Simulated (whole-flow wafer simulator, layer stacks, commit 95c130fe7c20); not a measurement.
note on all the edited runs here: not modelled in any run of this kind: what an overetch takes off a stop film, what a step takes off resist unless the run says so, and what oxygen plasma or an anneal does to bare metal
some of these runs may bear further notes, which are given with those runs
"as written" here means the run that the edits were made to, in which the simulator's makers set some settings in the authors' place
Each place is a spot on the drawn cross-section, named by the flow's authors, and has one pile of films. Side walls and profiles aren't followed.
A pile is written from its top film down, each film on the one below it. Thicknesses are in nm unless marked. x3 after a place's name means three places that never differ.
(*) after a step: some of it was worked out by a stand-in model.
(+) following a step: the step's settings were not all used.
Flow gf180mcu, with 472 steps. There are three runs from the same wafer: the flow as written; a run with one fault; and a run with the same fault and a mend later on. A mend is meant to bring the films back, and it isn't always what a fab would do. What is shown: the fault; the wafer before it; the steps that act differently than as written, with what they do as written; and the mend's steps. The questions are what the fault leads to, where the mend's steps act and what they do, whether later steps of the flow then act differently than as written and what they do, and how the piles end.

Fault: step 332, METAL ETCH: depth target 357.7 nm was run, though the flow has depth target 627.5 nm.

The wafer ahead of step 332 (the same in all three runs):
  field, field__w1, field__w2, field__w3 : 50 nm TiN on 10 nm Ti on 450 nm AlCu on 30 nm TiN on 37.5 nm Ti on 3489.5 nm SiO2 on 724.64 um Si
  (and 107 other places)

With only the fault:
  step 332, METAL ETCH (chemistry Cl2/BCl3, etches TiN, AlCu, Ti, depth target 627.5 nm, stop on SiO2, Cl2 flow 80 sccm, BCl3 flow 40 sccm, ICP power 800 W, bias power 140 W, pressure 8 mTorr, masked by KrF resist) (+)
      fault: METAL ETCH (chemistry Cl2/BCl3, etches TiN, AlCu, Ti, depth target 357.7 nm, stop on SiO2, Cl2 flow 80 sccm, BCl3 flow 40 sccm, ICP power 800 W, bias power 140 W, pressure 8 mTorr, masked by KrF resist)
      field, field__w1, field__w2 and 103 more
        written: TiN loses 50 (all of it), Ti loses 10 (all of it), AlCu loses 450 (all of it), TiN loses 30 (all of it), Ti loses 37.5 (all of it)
        fault: TiN loses 50 (all of it), Ti loses 10 (all of it), AlCu loses 297.7
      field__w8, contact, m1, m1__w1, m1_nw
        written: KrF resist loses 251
        fault: KrF resist loses 143.1
  Steps further on in the flow that do not act as written:
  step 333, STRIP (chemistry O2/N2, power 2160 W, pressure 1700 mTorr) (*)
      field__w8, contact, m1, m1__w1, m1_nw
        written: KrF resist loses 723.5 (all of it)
        fault: KrF resist loses 831.4 (all of it)
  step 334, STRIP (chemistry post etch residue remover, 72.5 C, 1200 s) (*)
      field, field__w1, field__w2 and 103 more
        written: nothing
        fault: AlCu loses 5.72
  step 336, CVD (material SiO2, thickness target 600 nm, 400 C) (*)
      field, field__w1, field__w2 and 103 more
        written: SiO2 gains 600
        fault: SiO2 gains 600 (new film)
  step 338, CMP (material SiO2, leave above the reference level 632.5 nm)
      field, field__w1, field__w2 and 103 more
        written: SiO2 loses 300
        fault: SiO2 loses 514.1
  By the end, the piles at field, field__w1, field__w2 and 104 more depart from the flow's by more than 2% or 0.5 nm, whichever is larger.
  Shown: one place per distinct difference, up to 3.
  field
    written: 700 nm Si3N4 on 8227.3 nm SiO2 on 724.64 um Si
    fault: 700 nm Si3N4 on 4523.7 nm SiO2 on 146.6 nm AlCu on 30 nm TiN on 37.5 nm Ti on 3489.5 nm SiO2 on 724.64 um Si
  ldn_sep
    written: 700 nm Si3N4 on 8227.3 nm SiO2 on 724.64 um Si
    fault: 700 nm Si3N4 on 4523.7 nm SiO2 on 146.6 nm AlCu on 30 nm TiN on 37.5 nm Ti on 3489.4 nm SiO2 on 724.64 um Si
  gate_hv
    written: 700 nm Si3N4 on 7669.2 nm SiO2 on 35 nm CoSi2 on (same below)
    fault: 700 nm Si3N4 on 4523.7 nm SiO2 on 146.6 nm AlCu on 30 nm TiN on 37.5 nm Ti on 2931.3 nm SiO2 on 35 nm CoSi2 on (same below)

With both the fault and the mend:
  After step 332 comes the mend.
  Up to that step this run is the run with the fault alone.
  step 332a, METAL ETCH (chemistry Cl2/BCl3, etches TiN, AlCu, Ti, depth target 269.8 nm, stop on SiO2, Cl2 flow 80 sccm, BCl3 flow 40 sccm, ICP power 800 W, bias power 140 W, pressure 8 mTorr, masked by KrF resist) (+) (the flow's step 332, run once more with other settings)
      field, field__w1, field__w2 and 103 more
        AlCu loses 152.3 (all of it), TiN loses 30 (all of it), Ti loses 37.5 (all of it)
      field__w8, contact, m1, m1__w1, m1_nw
        KrF resist loses 107.9
  None of the later steps of the flow acts differently than as written at any place that is followed.
  By the end, the piles equal the flow's at every place that both follow.
